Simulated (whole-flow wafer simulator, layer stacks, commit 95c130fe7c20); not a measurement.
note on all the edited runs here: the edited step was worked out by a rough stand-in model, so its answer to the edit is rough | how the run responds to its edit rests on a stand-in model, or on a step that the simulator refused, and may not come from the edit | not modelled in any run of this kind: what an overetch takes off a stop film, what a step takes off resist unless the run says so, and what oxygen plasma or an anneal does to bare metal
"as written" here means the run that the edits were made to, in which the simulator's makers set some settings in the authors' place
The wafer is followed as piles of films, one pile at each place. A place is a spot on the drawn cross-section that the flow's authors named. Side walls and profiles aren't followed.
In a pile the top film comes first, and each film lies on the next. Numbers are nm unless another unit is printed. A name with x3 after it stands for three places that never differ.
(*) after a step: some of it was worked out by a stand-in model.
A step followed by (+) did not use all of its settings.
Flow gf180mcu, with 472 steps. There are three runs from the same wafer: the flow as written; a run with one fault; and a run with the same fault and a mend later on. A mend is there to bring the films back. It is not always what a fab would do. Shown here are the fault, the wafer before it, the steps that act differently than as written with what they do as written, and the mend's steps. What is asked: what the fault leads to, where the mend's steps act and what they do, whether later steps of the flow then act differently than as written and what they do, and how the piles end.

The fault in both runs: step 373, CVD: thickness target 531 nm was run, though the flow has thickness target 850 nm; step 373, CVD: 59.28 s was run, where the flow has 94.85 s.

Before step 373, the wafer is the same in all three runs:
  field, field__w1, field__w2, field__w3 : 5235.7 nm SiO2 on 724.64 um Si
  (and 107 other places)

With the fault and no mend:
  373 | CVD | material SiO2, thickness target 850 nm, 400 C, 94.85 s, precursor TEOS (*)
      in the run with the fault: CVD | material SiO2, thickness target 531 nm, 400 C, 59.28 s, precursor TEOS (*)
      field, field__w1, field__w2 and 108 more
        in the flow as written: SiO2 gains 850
        in the run with the fault: SiO2 gains 538.1
  Steps later in the flow that act otherwise than as written (7 other steps are not shown; they differ only slightly, by no more than 2% or 0.5 nm, whichever is larger):
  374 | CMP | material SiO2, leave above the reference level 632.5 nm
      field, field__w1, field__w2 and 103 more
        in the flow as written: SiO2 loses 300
        in the run with the fault: nothing
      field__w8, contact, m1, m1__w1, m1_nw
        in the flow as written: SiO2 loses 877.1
        in the run with the fault: SiO2 loses 565.2
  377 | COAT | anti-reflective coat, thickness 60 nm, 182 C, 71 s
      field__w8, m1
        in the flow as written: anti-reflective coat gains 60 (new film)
        in the run with the fault: anti-reflective coat gains 53 (new film)
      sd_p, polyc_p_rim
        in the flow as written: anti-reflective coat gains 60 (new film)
        in the run with the fault: anti-reflective coat gains 61.9 (new film)
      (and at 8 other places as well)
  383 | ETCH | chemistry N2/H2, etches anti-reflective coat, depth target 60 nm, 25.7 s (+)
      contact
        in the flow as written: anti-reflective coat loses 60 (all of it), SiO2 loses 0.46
        in the run with the fault: anti-reflective coat loses 52.9 (all of it), SiO2 loses 0.64
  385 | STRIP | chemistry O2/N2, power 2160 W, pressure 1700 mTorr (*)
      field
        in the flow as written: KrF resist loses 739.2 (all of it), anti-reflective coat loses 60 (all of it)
        in the run with the fault: KrF resist loses 736.7 (all of it), anti-reflective coat loses 64.6 (all of it)
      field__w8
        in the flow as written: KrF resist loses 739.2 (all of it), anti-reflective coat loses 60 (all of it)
        in the run with the fault: KrF resist loses 738.1 (all of it), anti-reflective coat loses 53 (all of it)
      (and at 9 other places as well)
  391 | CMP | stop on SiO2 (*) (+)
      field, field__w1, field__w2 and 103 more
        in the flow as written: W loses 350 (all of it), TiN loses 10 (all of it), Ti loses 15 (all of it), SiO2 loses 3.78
        in the run with the fault: W loses 350 (all of it), TiN loses 10 (all of it), Ti loses 15 (all of it), SiO2 loses 8.12
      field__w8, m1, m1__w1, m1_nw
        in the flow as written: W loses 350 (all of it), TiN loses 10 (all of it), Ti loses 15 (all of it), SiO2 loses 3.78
        in the run with the fault: W loses 350 (all of it), TiN loses 10 (all of it), Ti loses 15 (all of it), SiO2 loses 20
  At field__w8, contact, m1, m1__w1, m1_nw, the piles at the end differ from the flow's by more than 2% or 0.5 nm, whichever is larger.
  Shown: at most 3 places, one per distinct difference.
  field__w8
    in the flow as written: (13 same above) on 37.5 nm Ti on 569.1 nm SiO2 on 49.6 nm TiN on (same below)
    in the run with the fault: (13 same above) on 37.5 nm Ti on 552.9 nm SiO2 on 49.6 nm TiN on (same below)
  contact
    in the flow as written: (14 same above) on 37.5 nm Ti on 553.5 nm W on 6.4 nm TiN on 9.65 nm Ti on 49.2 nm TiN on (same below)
    in the run with the fault: (14 same above) on 37.5 nm Ti on 537.2 nm W on 6.45 nm TiN on 9.72 nm Ti on 49.2 nm TiN on (same below)

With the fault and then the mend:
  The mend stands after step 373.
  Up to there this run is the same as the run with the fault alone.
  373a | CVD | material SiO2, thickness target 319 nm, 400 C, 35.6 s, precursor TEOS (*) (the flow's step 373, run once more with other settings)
      field, field__w1, field__w2 and 108 more
        SiO2 gains 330
  Steps later in the flow that act otherwise than as written:
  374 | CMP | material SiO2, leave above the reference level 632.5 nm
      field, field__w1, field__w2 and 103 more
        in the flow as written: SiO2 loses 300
        in the run with the mend: SiO2 loses 318.1
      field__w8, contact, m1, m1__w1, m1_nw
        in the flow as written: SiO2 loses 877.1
        in the run with the mend: SiO2 loses 895.2
  By the end, the piles equal the flow's at every place that both follow.
